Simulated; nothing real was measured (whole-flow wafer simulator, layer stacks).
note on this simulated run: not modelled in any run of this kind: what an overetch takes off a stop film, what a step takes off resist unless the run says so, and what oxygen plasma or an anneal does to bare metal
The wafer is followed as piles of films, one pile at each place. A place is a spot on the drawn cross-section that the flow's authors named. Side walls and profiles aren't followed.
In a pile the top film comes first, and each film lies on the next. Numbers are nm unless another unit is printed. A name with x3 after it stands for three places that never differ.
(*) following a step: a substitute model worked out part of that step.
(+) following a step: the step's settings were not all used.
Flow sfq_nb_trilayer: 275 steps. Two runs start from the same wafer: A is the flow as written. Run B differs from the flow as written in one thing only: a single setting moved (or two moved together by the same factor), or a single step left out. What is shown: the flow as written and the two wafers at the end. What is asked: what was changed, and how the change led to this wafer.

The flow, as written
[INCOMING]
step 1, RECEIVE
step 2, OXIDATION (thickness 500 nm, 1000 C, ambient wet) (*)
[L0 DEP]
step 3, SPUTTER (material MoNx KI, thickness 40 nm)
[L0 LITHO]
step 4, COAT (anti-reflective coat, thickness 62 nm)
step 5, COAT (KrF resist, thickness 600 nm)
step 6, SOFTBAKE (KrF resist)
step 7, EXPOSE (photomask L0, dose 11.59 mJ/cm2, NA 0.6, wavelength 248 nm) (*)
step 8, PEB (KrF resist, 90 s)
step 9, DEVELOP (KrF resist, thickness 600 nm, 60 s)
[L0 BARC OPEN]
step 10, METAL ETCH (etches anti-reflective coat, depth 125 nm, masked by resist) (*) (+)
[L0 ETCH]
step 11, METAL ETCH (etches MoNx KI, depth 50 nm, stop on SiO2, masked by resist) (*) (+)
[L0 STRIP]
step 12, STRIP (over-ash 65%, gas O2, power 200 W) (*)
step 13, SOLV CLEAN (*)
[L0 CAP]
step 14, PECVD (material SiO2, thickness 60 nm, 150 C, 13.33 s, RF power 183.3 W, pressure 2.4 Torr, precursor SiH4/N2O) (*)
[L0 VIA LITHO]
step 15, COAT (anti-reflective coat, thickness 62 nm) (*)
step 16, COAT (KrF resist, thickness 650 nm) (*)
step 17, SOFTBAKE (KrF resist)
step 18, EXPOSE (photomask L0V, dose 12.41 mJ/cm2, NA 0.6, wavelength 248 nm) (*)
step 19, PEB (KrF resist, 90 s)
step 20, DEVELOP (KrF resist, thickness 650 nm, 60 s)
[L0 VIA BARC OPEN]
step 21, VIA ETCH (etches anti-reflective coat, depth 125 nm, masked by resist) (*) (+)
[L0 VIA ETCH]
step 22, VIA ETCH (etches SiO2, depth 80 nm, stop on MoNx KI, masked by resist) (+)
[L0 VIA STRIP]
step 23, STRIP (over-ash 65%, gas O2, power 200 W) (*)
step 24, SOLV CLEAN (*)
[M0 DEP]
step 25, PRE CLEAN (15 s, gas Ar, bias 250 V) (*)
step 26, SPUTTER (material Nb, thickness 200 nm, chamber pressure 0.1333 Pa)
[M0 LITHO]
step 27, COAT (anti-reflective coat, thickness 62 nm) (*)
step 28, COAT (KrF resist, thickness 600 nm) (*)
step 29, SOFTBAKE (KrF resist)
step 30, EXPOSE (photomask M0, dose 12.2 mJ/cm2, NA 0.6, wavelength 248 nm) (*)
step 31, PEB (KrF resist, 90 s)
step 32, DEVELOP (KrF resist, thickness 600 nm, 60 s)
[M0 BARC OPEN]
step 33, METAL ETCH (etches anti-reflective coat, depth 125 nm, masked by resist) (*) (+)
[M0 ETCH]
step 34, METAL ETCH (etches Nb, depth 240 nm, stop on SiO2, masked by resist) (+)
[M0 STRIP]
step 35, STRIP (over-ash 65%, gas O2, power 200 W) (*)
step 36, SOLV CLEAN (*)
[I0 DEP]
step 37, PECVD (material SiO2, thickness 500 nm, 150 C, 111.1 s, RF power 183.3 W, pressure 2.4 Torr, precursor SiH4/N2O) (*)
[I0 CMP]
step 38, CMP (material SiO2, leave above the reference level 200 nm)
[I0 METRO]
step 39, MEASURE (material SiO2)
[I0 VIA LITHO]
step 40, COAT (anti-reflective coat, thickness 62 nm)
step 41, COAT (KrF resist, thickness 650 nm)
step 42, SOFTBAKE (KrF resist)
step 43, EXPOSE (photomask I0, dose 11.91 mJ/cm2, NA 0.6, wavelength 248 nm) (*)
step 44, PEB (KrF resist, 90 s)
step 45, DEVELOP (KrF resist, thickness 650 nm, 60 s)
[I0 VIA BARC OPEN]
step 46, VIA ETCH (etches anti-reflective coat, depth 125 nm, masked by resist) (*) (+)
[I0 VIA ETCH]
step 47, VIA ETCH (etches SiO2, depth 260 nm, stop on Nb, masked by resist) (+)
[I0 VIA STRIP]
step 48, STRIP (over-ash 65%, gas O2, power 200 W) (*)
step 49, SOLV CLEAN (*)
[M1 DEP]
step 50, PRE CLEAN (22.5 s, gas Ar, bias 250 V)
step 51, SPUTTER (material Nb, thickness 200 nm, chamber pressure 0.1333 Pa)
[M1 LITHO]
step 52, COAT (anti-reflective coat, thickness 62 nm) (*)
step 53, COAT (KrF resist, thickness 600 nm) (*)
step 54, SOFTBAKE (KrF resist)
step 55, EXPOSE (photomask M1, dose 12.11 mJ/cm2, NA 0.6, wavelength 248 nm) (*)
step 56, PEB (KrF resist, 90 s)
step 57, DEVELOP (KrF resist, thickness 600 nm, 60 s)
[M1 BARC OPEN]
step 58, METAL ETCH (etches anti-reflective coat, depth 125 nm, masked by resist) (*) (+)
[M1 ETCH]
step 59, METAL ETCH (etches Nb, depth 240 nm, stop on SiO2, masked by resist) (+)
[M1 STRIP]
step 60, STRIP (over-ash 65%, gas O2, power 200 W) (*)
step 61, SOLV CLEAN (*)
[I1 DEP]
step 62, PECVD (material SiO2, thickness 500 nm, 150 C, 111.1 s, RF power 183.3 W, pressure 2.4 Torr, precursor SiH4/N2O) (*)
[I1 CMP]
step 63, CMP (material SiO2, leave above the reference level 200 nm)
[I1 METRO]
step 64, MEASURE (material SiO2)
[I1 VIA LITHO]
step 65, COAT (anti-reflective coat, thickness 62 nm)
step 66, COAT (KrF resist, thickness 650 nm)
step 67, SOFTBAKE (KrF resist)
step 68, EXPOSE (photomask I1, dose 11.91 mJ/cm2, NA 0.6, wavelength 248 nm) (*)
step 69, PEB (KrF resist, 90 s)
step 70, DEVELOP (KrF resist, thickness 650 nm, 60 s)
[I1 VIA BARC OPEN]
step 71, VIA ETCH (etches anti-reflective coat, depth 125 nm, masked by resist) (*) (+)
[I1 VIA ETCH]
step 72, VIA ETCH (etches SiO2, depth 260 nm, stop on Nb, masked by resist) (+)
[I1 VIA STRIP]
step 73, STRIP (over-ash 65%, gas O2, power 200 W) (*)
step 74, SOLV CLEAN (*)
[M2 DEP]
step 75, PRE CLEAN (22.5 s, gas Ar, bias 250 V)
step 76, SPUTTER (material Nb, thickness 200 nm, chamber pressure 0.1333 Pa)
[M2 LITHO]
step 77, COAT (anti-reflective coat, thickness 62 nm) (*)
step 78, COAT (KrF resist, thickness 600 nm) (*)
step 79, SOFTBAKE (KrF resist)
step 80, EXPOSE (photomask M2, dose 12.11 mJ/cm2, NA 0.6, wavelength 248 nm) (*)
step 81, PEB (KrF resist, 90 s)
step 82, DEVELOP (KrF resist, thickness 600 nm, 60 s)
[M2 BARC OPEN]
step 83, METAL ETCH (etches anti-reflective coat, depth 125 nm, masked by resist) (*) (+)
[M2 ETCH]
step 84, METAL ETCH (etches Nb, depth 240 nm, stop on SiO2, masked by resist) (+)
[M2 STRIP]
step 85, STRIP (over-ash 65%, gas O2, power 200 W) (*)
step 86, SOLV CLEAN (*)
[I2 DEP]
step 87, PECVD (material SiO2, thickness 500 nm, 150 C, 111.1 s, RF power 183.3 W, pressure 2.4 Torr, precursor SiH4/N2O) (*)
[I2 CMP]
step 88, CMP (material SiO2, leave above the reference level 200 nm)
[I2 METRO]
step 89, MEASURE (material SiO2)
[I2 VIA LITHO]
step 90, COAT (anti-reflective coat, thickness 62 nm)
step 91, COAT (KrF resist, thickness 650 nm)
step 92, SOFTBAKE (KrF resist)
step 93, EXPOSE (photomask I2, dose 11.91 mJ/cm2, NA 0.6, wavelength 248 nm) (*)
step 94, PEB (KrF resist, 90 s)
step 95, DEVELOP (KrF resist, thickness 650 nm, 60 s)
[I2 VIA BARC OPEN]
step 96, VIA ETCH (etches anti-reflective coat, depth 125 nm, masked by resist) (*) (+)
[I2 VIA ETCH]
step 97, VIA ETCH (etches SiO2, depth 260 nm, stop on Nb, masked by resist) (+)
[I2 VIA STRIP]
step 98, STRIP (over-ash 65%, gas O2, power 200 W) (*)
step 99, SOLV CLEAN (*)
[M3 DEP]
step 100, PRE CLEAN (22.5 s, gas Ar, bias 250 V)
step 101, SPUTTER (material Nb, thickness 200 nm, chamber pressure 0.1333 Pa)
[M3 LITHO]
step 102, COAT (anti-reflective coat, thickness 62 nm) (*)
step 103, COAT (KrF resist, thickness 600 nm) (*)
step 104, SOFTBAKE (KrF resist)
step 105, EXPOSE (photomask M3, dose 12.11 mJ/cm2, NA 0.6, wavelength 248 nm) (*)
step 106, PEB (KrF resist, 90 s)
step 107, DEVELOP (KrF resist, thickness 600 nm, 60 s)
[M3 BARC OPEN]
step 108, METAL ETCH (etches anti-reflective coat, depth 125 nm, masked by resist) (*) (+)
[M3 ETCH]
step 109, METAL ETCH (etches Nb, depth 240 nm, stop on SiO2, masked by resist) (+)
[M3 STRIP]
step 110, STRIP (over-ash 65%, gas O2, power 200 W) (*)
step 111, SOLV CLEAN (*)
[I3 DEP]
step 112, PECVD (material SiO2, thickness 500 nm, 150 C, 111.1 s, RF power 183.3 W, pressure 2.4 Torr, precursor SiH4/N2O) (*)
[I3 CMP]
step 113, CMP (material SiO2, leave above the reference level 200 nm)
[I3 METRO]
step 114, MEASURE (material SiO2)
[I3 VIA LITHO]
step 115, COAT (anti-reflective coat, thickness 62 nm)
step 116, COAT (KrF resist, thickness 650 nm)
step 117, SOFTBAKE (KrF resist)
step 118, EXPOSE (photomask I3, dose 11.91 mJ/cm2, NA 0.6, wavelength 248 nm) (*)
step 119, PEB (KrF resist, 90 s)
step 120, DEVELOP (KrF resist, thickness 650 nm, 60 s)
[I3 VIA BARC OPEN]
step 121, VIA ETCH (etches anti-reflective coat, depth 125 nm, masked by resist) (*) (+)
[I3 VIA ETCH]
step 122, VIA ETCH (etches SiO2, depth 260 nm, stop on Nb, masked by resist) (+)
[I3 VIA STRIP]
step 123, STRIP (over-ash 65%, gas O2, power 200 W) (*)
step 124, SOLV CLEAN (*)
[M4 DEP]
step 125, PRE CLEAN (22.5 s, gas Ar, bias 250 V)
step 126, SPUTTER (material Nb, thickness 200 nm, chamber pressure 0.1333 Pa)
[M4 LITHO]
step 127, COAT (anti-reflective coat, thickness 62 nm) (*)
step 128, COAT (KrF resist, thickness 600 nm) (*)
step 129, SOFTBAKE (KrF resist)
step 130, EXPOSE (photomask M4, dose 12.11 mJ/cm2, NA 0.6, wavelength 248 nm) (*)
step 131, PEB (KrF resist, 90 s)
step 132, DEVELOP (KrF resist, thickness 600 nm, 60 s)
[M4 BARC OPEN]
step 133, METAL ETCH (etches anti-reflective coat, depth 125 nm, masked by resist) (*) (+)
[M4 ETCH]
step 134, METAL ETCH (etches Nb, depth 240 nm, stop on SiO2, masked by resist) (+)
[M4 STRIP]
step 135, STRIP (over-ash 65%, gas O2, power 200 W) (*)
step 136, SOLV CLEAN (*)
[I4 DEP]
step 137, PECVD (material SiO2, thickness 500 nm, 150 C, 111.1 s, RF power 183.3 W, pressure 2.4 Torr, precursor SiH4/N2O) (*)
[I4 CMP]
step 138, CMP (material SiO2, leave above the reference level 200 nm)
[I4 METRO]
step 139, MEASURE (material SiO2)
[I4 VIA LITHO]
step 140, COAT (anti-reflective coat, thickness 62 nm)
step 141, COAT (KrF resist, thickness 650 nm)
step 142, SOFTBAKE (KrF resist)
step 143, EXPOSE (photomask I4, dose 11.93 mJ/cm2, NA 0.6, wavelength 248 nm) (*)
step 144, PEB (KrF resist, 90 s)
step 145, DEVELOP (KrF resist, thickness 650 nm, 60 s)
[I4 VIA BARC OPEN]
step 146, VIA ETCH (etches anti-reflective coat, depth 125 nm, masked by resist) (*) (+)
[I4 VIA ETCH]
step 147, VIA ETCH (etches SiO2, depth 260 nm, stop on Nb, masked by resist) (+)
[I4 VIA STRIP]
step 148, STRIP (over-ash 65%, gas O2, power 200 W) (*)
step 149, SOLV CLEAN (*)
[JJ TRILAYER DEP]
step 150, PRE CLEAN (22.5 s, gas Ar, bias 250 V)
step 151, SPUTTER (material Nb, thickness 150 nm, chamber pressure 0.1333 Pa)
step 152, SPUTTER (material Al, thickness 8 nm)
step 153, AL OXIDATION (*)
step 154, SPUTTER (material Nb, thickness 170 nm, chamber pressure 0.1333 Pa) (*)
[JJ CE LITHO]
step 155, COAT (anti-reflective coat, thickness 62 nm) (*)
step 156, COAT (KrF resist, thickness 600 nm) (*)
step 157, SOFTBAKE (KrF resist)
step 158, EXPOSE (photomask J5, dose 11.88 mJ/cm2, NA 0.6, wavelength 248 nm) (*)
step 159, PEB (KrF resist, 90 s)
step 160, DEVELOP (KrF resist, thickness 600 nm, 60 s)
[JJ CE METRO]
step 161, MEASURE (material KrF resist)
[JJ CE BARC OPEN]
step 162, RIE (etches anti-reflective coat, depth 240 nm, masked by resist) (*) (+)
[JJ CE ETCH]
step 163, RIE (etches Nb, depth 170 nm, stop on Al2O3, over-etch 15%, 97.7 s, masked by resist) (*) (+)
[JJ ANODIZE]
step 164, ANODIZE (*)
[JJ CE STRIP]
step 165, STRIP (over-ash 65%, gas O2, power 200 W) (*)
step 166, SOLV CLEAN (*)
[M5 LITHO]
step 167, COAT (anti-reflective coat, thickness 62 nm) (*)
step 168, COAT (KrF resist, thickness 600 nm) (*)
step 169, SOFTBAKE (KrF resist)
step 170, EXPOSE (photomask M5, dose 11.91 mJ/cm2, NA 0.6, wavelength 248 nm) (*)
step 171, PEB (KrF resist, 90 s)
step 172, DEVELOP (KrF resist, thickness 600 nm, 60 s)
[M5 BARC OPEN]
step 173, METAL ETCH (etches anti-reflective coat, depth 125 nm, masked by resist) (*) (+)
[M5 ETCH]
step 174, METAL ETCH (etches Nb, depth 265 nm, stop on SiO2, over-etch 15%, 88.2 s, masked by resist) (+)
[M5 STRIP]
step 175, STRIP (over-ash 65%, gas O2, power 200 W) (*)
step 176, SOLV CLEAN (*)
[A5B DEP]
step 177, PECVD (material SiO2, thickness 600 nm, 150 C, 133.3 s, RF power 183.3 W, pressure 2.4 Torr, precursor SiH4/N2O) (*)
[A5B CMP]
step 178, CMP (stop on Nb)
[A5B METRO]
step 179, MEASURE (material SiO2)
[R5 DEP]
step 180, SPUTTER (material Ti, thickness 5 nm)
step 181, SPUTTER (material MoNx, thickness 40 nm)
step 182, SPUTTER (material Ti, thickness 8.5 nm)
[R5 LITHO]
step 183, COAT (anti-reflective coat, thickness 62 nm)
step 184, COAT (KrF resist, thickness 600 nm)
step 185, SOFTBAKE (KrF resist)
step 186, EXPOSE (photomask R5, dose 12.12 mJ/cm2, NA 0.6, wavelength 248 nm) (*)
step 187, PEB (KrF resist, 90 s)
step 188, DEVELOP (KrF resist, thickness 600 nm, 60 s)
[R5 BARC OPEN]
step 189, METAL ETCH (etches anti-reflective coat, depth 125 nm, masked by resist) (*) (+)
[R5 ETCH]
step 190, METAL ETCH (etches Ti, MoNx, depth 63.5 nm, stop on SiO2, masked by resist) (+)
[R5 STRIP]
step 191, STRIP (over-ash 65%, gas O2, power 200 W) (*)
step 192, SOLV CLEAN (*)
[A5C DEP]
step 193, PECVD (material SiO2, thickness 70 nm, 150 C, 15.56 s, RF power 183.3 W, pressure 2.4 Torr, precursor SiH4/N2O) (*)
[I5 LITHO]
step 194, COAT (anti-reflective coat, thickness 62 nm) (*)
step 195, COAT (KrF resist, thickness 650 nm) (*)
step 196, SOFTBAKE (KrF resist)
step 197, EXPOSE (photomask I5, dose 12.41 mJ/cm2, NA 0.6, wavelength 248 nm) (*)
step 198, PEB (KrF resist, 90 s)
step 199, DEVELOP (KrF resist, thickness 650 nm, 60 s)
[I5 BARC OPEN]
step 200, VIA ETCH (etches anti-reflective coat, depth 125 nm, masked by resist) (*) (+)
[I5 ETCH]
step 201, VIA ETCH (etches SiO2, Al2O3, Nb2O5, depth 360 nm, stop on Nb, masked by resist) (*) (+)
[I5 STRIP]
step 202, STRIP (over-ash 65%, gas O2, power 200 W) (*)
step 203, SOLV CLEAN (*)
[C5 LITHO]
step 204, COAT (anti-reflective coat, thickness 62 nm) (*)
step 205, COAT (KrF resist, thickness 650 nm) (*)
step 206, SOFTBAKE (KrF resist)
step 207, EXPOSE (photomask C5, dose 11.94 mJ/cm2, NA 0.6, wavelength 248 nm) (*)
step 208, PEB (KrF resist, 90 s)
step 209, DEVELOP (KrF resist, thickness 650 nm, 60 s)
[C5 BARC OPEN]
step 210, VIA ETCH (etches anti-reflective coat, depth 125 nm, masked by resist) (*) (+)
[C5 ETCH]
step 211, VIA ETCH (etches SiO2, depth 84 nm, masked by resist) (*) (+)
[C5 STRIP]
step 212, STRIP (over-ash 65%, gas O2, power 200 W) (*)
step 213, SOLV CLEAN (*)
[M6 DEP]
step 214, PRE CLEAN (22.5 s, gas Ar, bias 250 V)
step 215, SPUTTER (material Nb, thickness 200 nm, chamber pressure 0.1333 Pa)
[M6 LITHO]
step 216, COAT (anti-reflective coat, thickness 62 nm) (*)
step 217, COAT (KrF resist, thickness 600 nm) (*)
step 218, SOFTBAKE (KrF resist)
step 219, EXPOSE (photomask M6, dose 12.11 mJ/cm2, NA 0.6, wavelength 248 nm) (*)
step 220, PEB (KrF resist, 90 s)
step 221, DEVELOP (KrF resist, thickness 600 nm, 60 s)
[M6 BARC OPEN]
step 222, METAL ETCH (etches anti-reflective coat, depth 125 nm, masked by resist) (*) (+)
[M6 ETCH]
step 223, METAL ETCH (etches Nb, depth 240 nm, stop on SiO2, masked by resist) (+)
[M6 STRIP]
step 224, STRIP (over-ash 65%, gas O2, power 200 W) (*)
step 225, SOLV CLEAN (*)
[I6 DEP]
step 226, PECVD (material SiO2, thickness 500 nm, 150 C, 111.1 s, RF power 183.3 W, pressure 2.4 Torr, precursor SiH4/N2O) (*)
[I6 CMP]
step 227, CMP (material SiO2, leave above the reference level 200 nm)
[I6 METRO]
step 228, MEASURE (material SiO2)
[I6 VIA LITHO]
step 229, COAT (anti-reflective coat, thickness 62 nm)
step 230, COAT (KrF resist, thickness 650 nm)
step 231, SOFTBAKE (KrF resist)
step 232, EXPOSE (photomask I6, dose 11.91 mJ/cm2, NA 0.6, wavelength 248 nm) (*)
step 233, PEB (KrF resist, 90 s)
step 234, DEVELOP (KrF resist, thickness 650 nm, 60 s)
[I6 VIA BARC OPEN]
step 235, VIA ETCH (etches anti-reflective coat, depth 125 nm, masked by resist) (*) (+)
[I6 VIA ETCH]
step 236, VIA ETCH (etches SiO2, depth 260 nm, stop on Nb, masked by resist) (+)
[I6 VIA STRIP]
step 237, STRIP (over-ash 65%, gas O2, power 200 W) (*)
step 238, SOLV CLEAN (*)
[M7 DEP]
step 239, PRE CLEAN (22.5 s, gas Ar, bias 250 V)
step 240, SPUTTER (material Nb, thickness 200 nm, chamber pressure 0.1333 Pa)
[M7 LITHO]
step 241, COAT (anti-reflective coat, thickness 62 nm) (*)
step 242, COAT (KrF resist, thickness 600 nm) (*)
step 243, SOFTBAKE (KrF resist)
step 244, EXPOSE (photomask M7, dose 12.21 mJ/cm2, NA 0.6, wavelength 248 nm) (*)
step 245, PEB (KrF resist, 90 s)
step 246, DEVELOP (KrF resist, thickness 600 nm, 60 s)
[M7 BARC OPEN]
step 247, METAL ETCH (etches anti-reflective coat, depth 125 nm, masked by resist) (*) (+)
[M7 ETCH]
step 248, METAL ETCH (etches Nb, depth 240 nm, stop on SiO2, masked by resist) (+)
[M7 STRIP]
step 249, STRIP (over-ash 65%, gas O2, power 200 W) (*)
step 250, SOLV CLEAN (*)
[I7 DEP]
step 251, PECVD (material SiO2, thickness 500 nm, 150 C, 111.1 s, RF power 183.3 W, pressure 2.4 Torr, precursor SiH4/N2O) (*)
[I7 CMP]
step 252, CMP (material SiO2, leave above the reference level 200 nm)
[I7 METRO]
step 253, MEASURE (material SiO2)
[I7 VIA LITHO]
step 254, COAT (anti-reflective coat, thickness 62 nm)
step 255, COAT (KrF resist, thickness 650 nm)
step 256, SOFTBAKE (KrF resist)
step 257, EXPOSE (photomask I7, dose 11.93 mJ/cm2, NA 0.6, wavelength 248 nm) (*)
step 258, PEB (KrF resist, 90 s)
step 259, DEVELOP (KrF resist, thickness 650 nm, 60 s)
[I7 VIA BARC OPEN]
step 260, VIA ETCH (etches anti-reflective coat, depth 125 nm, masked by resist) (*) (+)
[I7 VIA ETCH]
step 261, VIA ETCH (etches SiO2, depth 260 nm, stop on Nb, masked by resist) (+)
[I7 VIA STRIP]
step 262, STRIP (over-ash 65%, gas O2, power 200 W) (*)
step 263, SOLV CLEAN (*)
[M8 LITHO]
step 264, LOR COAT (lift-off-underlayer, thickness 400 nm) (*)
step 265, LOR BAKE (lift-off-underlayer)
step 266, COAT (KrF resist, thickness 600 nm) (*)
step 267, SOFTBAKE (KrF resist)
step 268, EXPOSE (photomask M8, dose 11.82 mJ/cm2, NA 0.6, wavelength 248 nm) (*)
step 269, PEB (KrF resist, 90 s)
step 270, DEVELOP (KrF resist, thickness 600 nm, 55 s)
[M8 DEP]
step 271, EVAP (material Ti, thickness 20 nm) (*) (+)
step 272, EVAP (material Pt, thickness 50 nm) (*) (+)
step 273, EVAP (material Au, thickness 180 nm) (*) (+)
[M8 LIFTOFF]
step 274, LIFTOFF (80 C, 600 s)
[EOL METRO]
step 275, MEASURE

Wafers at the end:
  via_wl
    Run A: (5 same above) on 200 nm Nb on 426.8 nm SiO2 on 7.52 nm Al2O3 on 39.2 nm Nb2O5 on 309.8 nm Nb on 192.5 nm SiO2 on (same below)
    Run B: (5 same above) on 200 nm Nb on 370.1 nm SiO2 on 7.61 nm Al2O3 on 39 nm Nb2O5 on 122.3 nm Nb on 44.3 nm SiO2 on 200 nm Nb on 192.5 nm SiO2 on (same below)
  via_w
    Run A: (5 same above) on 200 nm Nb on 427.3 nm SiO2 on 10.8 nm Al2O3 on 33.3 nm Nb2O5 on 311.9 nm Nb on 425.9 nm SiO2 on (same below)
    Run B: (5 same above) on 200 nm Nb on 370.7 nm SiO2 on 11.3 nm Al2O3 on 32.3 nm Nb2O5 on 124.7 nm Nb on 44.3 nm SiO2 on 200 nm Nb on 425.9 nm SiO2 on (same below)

What caused this: step 147, VIA ETCH: depth 148 nm was run, whereas the flow has depth 260 nm.

The path from the change to this, step by step:
  step 147, VIA ETCH (etches SiO2, depth 260 nm, stop on Nb, masked by resist) (+)
      via_wl, via_w, via_wr: A SiO2 loses 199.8 (all of it) | B SiO2 loses 148
      field_l, v_sur, via_sp and 100 more: A KrF resist loses 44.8 | B KrF resist loses 25.5
  step 148, STRIP (over-ash 65%, gas O2, power 200 W) (*)
      field_l, v_sur, via_sp and 100 more: A KrF resist loses 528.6 (all of it), anti-reflective coat loses 62 (all of it) | B KrF resist loses 547.9 (all of it), anti-reflective coat loses 62 (all of it)
  step 150, PRE CLEAN (22.5 s, gas Ar, bias 250 V)
      via_wl, via_w, via_wr: A Nb loses 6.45 | B SiO2 loses 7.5
  step 151, SPUTTER (material Nb, thickness 150 nm, chamber pressure 0.1333 Pa)
      via_wl, via_w, via_wr: A Nb gains 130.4 | B Nb gains 136.3 (new film)
  step 154, SPUTTER (material Nb, thickness 170 nm, chamber pressure 0.1333 Pa) (*)
      via_wl, via_wr: A Nb gains 140.7 (new film) | B Nb gains 149.5 (new film)
      via_w: A Nb gains 141 (new film) | B Nb gains 149.9 (new film)
  step 155, COAT (anti-reflective coat, thickness 62 nm) (*)
      via_wl, via_wr: A anti-reflective coat gains 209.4 (new film) | B anti-reflective coat gains 162.4 (new film)
      v_sur: A anti-reflective coat gains 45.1 (new film) | B anti-reflective coat gains 47.3 (new film)
      (also at 2 further places)
  step 156, COAT (KrF resist, thickness 600 nm) (*)
      via_w: A KrF resist gains 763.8 (new film) | B KrF resist gains 715.6 (new film)
  step 160, DEVELOP (KrF resist, thickness 600 nm, 60 s)
      via_w: A KrF resist loses 762.1 (all of it) | B KrF resist loses 714.1 (all of it)
  step 162, RIE (etches anti-reflective coat, depth 240 nm, masked by resist) (*) (+)
      ce_l, c5j, ce_r, wl_jj: A KrF resist loses 209.4 | B KrF resist loses 162.4
      via_wl, via_wr: A anti-reflective coat loses 209.4 (all of it) | B anti-reflective coat loses 162.4 (all of it)
      (also at 3 further places)
  step 163, RIE (etches Nb, depth 170 nm, stop on Al2O3, over-etch 15%, 97.7 s, masked by resist) (*) (+)
      via_wl, via_wr: A Nb loses 140.7 (all of it), Al2O3 loses 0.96 (all of it) | B Nb loses 149.5 (all of it), Al2O3 loses 0.96 (all of it)
      via_w: A Nb loses 141 (all of it), Al2O3 loses 0.96 (all of it) | B Nb loses 149.9 (all of it), Al2O3 loses 0.96 (all of it)
  step 164, ANODIZE (*)
      via_w: A Al2O3 gains 10.8 (new film), Nb2O5 gains 33.3 (new film), Al loses 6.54 (all of it), Nb loses 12 | B Al2O3 gains 11.3 (new film), Nb2O5 gains 32.3 (new film), Al loses 6.88 (all of it), Nb loses 11.6
  step 165, STRIP (over-ash 65%, gas O2, power 200 W) (*)
      ce_l: A KrF resist loses 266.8 (all of it), anti-reflective coat loses 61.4 (all of it) | B KrF resist loses 314.1 (all of it), anti-reflective coat loses 61.6 (all of it)
      c5j: A KrF resist loses 266.9 (all of it), anti-reflective coat loses 61.5 (all of it) | B KrF resist loses 314.1 (all of it), anti-reflective coat loses 61.6 (all of it)
      (also at 2 further places)
  step 167, COAT (anti-reflective coat, thickness 62 nm) (*)
      v_sur: A anti-reflective coat gains 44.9 (new film) | B anti-reflective coat gains 43.9 (new film)
      via_wl: A anti-reflective coat gains 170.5 (new film) | B anti-reflective coat gains 125.5 (new film)
      (also at 2 further places)
  step 168, COAT (KrF resist, thickness 600 nm) (*)
      via_w: A KrF resist gains 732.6 (new film) | B KrF resist gains 698.8 (new film)
  step 175, STRIP (over-ash 65%, gas O2, power 200 W) (*)
      v_sur: A KrF resist loses 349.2 (all of it), anti-reflective coat loses 44.9 (all of it) | B KrF resist loses 357.9 (all of it), anti-reflective coat loses 43.9 (all of it)
      via_wl: A KrF resist loses 427 (all of it), anti-reflective coat loses 170.5 (all of it) | B KrF resist loses 426.4 (all of it), anti-reflective coat loses 125.5 (all of it)
      (also at 2 further places)
  step 178, CMP (stop on Nb)
      via_wl, via_wr: A SiO2 loses 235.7 | B SiO2 loses 292.4
      via_w: A SiO2 loses 235.2 | B SiO2 loses 291.8
Taking metal films that touch as one body, via_wl has 8 bodies (between them, from the top down: SiO2 192.5; SiO2 370.1 / Al2O3 7.61 / Nb2O5 39; SiO2 44.3; SiO2 192.5; SiO2 192.5; SiO2 192.5; SiO2 192.5); the flow as written gives 7 bodies (between them, from the top down: SiO2 192.5; SiO2 426.8 / Al2O3 7.52 / Nb2O5 39.2; SiO2 192.5; SiO2 192.5; SiO2 192.5; SiO2 192.5).
Taking metal films that touch as one body, via_w has 6 bodies (between them, from the top down: SiO2 192.5; SiO2 370.7 / Al2O3 11.3 / Nb2O5 32.3; SiO2 44.3; SiO2 425.9; SiO2 416.9); the flow as written gives 5 bodies (between them, from the top down: SiO2 192.5; SiO2 427.3 / Al2O3 10.8 / Nb2O5 33.3; SiO2 425.9; SiO2 416.9).
